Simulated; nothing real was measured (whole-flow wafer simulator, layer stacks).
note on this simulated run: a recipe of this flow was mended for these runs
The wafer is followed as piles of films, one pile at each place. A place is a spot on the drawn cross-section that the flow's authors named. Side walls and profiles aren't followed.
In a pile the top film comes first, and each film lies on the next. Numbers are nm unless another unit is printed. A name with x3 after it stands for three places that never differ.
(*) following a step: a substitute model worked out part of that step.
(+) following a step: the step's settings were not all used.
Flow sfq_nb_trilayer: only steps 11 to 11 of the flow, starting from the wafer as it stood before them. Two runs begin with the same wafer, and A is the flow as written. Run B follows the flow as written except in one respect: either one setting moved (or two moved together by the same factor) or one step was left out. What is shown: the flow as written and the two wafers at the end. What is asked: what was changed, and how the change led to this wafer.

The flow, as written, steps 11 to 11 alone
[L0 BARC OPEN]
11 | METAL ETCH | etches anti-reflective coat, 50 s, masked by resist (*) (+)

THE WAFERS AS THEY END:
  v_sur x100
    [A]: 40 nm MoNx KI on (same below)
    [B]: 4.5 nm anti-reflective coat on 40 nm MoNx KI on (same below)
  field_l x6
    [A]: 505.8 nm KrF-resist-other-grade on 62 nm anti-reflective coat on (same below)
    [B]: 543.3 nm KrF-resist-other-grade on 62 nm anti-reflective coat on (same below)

What caused this: step 11, METAL ETCH: 23 s was run, while the flow as written has 50 s.

How this came from the change, step by step:
  11 | METAL ETCH | etches anti-reflective coat, 50 s, masked by resist (*) (+)
      v_sur x100: A anti-reflective coat loses 62 (all of it) | B anti-reflective coat loses 57.5
      field_l x6: A KrF-resist-other-grade loses 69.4 | B KrF-resist-other-grade loses 31.9
